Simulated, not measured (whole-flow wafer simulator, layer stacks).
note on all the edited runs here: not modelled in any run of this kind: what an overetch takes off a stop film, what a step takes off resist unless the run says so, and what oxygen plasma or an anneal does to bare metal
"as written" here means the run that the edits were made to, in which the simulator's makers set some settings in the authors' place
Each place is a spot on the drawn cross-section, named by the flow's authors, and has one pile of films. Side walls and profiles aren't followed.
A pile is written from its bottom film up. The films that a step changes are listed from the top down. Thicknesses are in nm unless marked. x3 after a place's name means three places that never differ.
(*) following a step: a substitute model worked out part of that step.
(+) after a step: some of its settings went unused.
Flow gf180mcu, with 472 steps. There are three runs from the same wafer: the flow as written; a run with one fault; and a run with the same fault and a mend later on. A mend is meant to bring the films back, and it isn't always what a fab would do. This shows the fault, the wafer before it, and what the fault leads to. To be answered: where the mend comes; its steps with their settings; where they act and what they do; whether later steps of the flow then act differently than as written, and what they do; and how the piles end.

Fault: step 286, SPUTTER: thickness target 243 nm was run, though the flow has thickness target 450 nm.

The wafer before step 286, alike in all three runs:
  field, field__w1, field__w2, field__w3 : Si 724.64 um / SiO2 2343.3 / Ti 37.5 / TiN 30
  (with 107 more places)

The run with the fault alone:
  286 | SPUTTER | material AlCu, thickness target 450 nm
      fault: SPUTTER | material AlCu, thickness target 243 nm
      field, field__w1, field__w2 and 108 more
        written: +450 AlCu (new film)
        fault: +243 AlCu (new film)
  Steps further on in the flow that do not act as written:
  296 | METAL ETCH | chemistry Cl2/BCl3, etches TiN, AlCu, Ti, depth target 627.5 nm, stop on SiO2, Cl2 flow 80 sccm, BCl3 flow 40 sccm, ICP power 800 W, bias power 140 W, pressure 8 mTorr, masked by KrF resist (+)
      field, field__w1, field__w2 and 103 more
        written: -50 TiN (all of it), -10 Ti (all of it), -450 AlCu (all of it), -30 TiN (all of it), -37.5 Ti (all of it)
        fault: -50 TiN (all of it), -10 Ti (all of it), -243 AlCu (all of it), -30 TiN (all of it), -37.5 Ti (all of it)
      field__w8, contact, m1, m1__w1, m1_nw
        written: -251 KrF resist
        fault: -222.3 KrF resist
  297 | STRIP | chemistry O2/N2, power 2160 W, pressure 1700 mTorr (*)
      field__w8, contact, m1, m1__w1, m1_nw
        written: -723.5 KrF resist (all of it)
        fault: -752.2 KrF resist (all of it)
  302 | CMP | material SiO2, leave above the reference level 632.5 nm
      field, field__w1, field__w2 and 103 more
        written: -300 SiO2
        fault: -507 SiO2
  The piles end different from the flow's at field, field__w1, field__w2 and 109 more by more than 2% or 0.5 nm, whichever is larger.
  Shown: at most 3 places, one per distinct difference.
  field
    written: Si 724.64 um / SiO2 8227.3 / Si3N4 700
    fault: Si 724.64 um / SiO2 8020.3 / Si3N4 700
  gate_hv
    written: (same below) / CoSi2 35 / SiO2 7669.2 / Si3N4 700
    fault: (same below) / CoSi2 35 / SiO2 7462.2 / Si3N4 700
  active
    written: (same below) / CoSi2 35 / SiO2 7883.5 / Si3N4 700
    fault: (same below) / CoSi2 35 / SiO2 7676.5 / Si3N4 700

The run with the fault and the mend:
  The mend stands after step 286.
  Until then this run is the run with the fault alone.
  286a | SPUTTER | material AlCu, thickness target 207 nm (a further turn of the flow's step 286, with different settings)
      field, field__w1, field__w2 and 108 more
        +207 AlCu
  None of the later steps of the flow acts differently than as written at any place that is followed.
  By the end, the piles equal the flow's at every place that both follow.
